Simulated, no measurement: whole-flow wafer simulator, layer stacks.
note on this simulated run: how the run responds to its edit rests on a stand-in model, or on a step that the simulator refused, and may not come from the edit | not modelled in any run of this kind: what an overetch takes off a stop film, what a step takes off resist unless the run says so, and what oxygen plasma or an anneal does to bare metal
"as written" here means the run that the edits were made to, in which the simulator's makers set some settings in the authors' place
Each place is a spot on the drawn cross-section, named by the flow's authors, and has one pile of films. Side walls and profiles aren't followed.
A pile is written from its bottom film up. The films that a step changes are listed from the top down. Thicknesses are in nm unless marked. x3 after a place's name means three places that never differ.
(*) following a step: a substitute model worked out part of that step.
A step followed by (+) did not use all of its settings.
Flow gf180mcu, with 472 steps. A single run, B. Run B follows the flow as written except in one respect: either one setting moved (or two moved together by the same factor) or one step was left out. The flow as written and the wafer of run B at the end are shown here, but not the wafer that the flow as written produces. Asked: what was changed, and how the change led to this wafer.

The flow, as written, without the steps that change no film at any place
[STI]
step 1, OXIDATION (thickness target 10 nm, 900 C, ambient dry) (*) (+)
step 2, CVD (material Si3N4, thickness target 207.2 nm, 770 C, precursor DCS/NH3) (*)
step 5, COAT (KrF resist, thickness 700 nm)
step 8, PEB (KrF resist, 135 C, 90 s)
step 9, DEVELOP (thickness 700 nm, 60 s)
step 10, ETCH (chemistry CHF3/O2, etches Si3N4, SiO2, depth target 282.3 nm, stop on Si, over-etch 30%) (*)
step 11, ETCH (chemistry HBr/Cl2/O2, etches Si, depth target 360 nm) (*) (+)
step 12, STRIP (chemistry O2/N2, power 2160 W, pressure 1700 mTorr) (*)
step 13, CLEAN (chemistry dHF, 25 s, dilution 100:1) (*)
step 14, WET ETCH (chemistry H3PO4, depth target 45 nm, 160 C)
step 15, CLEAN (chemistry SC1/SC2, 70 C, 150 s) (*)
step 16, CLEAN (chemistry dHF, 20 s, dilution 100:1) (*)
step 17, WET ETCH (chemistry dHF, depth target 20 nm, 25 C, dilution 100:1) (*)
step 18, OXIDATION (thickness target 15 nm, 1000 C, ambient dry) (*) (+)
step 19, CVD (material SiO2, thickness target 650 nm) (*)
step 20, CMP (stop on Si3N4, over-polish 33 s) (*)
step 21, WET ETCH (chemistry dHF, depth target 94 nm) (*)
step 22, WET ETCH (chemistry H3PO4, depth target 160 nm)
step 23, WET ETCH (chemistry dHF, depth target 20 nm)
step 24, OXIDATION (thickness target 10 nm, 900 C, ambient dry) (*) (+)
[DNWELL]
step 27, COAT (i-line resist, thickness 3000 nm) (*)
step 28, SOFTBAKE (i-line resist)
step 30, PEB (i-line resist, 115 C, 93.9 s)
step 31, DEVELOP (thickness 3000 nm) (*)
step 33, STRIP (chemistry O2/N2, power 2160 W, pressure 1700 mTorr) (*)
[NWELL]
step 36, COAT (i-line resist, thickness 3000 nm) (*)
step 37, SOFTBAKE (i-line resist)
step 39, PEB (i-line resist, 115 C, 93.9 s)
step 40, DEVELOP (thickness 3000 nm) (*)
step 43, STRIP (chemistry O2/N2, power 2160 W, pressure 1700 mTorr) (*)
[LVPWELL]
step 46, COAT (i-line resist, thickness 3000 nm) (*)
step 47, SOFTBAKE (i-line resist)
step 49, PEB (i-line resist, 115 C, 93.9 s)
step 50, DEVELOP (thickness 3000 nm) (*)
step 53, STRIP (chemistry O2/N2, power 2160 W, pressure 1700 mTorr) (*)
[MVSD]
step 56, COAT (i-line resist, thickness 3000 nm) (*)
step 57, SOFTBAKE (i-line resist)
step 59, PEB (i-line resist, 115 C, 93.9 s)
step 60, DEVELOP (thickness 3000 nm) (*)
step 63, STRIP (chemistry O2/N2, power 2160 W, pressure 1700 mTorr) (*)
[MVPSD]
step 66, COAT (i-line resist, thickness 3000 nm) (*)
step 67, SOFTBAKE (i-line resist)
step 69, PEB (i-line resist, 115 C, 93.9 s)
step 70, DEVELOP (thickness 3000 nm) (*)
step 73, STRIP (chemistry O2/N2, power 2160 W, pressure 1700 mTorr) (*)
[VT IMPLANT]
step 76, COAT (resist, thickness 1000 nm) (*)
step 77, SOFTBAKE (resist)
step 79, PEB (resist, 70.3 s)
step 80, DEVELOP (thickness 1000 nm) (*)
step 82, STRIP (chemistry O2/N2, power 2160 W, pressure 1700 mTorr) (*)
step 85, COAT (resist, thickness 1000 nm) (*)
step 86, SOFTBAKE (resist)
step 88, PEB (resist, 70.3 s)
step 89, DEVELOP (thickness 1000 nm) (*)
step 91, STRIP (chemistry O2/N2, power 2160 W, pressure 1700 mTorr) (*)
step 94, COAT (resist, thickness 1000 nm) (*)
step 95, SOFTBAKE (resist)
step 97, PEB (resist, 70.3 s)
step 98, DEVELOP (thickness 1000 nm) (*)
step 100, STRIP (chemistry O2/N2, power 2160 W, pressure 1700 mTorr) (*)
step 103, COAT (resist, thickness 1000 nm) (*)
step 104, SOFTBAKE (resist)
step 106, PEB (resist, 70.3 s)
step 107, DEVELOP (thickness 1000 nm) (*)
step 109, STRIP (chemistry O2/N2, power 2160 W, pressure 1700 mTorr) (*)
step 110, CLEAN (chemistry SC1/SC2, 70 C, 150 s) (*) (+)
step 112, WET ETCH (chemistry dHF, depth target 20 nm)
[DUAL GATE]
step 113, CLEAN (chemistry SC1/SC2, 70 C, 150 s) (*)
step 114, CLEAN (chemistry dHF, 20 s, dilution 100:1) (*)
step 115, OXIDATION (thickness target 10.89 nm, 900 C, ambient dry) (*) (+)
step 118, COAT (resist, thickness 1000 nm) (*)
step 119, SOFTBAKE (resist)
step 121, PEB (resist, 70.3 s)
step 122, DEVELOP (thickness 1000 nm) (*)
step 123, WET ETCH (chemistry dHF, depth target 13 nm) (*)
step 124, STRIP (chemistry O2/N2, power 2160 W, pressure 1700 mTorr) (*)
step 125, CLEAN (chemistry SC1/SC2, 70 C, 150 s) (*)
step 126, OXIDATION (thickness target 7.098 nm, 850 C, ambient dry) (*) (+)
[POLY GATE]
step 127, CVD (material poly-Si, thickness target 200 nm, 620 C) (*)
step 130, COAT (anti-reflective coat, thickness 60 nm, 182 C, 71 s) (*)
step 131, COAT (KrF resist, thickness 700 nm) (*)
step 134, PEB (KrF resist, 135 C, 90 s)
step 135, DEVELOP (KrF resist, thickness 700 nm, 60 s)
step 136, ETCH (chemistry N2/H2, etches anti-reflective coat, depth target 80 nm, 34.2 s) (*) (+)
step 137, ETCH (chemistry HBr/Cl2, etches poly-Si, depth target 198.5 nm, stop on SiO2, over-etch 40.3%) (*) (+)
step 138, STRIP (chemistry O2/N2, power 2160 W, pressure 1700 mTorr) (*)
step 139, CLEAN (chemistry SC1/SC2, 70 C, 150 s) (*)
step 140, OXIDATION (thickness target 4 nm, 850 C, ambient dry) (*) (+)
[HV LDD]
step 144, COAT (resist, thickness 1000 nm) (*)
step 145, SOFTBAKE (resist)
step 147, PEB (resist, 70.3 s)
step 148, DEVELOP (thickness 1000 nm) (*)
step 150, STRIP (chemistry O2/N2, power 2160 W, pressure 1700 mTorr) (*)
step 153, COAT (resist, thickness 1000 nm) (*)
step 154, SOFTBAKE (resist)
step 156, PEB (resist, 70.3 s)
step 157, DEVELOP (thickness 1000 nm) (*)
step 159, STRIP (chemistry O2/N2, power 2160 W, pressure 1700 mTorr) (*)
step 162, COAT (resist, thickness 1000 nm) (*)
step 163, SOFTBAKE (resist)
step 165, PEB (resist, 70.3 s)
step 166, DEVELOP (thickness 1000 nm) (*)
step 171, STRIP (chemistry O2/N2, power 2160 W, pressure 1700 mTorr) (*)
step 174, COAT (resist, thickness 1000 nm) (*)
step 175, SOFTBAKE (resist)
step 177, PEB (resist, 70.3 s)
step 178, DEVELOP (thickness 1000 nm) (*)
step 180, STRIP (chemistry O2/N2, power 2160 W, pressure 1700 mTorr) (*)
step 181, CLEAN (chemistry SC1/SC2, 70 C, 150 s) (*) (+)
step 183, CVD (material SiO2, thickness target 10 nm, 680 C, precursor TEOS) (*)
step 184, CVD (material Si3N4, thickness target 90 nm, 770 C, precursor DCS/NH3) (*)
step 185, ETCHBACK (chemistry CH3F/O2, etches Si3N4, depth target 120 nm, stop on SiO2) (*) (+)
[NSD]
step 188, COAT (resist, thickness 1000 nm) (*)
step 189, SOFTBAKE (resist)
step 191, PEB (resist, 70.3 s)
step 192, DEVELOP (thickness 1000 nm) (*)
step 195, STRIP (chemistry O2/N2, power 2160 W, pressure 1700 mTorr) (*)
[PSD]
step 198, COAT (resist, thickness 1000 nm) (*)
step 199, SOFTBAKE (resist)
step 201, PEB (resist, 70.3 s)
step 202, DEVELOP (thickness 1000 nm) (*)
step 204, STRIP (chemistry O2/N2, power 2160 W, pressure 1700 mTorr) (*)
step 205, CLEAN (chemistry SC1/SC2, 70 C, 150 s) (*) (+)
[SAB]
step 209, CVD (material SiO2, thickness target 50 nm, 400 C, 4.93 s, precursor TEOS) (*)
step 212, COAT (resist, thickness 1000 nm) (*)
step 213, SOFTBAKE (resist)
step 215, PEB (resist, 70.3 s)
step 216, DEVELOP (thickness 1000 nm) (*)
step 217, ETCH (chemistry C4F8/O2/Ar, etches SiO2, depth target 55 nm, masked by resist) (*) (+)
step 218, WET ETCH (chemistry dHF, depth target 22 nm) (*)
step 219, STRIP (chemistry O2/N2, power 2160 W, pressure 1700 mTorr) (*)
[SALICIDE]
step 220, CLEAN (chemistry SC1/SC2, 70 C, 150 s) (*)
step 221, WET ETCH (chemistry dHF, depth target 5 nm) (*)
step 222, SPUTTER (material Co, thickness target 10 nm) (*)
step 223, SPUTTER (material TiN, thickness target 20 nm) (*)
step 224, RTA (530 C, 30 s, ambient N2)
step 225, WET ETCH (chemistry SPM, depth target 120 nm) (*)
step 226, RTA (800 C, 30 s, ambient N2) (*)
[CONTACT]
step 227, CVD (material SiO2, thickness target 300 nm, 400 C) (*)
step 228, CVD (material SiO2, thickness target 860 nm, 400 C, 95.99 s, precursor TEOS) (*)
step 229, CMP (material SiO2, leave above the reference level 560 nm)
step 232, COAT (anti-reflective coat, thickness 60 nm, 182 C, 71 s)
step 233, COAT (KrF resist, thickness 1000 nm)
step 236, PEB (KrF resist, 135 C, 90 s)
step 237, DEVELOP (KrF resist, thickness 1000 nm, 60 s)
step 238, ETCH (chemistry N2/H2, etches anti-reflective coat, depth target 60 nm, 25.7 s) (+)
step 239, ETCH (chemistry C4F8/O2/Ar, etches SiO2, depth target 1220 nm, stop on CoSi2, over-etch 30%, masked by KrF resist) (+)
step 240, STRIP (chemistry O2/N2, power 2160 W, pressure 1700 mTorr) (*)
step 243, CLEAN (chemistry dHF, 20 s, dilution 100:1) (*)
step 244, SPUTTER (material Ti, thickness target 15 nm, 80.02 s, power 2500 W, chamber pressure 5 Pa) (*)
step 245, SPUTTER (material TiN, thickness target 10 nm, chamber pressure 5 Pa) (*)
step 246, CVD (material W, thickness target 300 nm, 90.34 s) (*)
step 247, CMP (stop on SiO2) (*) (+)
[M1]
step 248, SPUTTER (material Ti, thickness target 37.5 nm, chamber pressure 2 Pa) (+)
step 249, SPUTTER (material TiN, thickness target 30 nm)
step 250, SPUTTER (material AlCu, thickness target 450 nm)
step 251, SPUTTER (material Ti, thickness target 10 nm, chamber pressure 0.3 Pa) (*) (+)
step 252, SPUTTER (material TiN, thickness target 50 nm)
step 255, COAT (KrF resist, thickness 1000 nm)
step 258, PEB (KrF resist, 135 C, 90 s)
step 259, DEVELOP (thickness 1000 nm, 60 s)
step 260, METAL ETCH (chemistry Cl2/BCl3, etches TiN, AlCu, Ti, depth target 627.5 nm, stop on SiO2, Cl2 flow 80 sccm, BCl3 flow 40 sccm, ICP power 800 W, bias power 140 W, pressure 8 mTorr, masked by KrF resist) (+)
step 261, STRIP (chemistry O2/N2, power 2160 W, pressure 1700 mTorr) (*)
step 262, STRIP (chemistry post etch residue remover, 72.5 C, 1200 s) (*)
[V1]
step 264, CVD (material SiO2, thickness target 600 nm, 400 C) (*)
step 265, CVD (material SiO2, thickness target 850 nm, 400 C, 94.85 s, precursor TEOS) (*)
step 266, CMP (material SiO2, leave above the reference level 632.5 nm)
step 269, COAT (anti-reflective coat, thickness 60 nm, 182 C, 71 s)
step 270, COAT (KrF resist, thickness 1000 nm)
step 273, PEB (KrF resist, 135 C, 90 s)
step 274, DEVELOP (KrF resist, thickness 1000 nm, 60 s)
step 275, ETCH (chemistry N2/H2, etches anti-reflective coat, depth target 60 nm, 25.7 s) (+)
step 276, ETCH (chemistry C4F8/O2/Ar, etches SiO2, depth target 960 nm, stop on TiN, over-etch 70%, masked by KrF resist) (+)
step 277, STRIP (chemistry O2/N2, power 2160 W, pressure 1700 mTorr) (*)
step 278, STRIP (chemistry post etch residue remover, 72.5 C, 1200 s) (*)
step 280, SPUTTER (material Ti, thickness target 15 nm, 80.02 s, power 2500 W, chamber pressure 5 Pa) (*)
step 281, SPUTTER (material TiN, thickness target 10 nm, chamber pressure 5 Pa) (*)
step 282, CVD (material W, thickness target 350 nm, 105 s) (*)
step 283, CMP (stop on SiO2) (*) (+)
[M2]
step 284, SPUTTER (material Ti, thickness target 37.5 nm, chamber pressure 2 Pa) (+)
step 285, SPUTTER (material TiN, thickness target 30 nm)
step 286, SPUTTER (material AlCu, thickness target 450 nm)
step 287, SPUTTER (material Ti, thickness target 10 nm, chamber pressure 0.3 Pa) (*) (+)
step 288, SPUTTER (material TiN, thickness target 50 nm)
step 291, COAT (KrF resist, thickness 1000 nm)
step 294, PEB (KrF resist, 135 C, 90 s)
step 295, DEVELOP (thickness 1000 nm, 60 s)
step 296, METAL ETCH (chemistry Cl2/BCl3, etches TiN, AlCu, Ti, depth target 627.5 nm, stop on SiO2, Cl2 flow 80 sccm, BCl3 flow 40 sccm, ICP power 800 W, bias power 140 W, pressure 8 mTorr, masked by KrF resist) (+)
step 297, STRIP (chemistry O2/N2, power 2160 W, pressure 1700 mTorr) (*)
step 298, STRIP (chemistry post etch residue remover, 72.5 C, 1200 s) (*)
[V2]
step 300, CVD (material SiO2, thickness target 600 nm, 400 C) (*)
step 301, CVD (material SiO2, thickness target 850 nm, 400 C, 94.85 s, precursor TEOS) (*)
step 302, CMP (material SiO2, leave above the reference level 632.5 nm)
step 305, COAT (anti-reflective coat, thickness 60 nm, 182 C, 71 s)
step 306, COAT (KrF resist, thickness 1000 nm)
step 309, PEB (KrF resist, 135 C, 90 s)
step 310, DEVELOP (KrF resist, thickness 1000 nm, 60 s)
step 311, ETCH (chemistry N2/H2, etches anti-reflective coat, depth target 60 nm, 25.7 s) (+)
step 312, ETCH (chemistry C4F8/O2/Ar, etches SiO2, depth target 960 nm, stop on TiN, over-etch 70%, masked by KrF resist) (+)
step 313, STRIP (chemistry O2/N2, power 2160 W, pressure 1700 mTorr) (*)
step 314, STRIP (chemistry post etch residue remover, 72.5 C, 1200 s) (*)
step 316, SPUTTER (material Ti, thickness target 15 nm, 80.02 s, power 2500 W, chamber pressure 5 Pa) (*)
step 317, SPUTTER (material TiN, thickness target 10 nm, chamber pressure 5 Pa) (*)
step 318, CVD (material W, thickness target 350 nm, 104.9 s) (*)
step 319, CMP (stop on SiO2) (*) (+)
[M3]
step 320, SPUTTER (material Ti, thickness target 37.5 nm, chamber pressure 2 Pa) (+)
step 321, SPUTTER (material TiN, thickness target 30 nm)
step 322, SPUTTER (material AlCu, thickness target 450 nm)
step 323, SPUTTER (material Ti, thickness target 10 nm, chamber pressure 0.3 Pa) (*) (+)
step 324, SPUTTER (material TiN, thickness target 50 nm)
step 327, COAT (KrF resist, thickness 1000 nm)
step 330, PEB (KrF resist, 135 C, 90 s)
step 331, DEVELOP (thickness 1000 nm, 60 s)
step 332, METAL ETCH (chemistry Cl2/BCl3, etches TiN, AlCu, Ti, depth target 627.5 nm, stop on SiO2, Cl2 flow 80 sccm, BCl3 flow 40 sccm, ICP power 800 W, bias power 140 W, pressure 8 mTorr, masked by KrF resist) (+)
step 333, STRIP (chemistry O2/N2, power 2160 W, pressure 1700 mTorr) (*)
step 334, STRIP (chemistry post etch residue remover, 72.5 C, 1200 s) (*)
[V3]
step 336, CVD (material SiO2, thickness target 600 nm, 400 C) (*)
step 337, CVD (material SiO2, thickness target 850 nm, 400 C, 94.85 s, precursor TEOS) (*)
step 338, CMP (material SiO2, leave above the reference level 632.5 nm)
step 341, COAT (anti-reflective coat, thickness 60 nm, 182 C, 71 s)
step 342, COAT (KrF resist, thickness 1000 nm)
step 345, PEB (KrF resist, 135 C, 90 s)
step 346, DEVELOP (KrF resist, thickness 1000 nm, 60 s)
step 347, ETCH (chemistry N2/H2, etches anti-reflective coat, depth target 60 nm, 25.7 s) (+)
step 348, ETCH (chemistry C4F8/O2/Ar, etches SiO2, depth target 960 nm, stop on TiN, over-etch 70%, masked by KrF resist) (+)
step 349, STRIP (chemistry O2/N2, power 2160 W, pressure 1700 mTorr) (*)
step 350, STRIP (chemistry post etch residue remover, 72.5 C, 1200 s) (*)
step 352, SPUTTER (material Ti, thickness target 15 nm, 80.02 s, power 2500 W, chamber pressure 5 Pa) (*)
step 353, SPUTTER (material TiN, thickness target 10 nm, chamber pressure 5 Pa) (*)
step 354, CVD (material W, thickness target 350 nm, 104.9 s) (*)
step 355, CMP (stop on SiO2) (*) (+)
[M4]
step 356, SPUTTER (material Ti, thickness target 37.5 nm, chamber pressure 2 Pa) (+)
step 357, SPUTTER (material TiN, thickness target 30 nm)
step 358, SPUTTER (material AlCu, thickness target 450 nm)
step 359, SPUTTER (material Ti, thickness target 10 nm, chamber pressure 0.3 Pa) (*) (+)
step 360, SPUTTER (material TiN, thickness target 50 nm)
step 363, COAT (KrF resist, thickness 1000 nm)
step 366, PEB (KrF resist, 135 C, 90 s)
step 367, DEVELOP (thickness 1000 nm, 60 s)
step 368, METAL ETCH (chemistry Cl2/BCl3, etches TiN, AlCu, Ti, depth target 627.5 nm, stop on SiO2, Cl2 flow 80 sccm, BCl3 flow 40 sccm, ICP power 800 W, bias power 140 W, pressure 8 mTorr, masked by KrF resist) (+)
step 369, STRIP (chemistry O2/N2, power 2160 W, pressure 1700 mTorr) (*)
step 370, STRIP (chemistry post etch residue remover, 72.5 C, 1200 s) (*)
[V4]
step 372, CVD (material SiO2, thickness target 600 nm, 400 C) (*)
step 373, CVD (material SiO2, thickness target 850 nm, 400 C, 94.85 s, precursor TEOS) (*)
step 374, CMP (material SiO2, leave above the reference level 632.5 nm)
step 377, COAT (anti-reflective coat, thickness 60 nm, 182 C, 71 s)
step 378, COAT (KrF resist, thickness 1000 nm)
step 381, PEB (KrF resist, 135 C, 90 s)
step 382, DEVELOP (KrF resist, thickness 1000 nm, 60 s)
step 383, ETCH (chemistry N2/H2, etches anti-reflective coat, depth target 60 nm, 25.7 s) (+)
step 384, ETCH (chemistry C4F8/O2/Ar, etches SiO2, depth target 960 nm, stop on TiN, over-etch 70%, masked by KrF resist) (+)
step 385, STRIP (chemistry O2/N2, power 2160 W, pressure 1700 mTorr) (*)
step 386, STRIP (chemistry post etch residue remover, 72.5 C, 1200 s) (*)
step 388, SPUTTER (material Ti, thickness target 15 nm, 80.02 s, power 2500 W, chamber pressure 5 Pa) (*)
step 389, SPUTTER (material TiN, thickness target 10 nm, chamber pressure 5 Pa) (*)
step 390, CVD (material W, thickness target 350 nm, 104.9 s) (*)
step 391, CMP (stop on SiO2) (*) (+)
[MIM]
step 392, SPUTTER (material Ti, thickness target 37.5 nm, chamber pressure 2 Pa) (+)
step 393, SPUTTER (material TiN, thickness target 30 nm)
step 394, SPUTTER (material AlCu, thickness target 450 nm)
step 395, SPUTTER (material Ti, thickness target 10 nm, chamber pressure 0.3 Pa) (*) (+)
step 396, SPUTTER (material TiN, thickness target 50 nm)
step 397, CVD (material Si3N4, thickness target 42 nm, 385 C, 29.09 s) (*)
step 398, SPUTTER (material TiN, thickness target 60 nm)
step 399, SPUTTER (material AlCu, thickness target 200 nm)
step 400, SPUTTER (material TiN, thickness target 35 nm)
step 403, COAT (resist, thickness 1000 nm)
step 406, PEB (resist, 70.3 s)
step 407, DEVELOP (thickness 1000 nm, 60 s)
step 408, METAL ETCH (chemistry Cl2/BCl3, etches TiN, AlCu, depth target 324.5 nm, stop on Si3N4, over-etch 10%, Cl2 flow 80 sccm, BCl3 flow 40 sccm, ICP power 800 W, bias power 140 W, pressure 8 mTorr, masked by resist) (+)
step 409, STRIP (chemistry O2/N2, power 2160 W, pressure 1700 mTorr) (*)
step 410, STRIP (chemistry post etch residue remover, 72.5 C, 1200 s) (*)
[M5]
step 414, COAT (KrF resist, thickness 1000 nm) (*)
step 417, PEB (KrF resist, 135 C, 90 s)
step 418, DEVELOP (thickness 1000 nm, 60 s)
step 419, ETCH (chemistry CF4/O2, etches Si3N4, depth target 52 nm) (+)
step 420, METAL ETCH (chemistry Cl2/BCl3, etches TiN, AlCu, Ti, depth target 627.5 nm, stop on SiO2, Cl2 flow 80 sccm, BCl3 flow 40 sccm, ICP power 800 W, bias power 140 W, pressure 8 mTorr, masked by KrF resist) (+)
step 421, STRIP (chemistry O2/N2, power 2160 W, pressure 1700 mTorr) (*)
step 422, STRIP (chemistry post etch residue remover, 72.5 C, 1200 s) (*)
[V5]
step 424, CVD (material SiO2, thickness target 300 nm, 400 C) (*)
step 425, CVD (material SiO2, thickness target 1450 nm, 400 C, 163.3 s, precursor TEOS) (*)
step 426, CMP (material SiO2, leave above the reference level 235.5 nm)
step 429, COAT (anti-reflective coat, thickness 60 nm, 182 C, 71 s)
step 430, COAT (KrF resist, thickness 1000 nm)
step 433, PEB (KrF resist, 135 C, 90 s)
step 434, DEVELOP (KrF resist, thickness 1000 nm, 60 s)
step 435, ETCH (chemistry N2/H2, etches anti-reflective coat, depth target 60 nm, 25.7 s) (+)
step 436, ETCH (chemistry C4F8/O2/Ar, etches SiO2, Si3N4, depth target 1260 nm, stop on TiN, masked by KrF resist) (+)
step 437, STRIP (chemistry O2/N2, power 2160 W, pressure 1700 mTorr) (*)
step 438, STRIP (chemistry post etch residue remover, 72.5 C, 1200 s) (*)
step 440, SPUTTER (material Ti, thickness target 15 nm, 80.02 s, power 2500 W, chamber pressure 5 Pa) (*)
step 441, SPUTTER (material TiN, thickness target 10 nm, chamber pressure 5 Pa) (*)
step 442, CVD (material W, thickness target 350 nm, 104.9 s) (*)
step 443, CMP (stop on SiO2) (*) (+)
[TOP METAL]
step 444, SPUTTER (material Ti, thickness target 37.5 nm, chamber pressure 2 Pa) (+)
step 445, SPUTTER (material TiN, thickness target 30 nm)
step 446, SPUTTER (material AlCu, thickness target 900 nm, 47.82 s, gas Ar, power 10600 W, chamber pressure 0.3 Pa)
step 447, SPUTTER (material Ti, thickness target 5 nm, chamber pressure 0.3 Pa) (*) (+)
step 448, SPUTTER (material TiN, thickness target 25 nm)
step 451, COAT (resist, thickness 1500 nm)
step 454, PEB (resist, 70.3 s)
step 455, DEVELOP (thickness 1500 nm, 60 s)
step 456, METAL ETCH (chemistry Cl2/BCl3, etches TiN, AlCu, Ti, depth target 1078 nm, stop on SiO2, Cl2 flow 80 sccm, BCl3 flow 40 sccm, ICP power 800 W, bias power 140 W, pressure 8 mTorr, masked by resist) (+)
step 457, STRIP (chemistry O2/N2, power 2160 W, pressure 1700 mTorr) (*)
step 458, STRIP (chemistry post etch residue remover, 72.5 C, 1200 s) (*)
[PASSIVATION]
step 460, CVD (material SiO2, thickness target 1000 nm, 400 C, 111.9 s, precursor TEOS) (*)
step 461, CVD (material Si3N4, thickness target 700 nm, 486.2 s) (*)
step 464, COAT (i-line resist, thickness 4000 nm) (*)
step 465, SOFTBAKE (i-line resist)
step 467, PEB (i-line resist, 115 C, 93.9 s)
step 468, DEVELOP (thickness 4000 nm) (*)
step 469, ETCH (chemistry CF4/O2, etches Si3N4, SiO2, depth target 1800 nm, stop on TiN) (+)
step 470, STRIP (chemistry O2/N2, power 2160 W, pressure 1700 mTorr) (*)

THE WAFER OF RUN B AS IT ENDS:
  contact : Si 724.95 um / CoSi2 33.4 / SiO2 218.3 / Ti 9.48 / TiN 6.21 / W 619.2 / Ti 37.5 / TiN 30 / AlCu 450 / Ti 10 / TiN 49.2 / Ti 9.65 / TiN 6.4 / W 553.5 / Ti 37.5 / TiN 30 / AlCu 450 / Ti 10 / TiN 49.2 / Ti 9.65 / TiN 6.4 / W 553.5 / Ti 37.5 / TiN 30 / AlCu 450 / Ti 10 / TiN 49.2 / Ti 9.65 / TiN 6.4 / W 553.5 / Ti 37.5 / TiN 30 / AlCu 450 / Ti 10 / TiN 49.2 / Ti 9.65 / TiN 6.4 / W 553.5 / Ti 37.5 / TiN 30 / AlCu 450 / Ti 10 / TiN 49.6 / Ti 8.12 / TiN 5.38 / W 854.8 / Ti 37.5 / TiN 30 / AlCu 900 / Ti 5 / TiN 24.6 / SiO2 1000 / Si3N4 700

What caused this: step 239, ETCH: depth target 640 nm was run, while the flow as written has depth target 1220 nm.

The path from the change to this, step by step:
  step 239, ETCH (chemistry C4F8/O2/Ar, etches SiO2, depth target 1220 nm, stop on CoSi2, over-etch 30%, masked by KrF resist) (+)
      contact: -640 SiO2 (it would be, as written: -859.5 SiO2 (all of it))
      field, field__w1, field__w2 and 105 more: -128 KrF resist (it would be, as written: -223.5 KrF resist)
  step 240, STRIP (chemistry O2/N2, power 2160 W, pressure 1700 mTorr) (*)
      field, field__w1, field__w2 and 105 more: -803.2 KrF resist (all of it), -60 anti-reflective coat (all of it) (it would be, as written: -707.7 KrF resist (all of it), -60 anti-reflective coat (all of it))
  step 243, CLEAN (chemistry dHF, 20 s, dilution 100:1) (*)
      contact: -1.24 SiO2 (it would be, as written: -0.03 CoSi2)
  step 244, SPUTTER (material Ti, thickness target 15 nm, 80.02 s, power 2500 W, chamber pressure 5 Pa) (*)
      contact: +9.48 Ti (new film) (it would be, as written: +8.55 Ti (new film))
  step 245, SPUTTER (material TiN, thickness target 10 nm, chamber pressure 5 Pa) (*)
      contact: +6.21 TiN (new film) (it would be, as written: +5.48 TiN (new film))
  step 246, CVD (material W, thickness target 300 nm, 90.34 s) (*)
      contact: +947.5 W (new film) (it would be, as written: +1167.5 W (new film))
Taking metal films that touch as one body, contact has 2 bodies (between them, from the top down: SiO2 218.3); the flow as written gives 1 body.
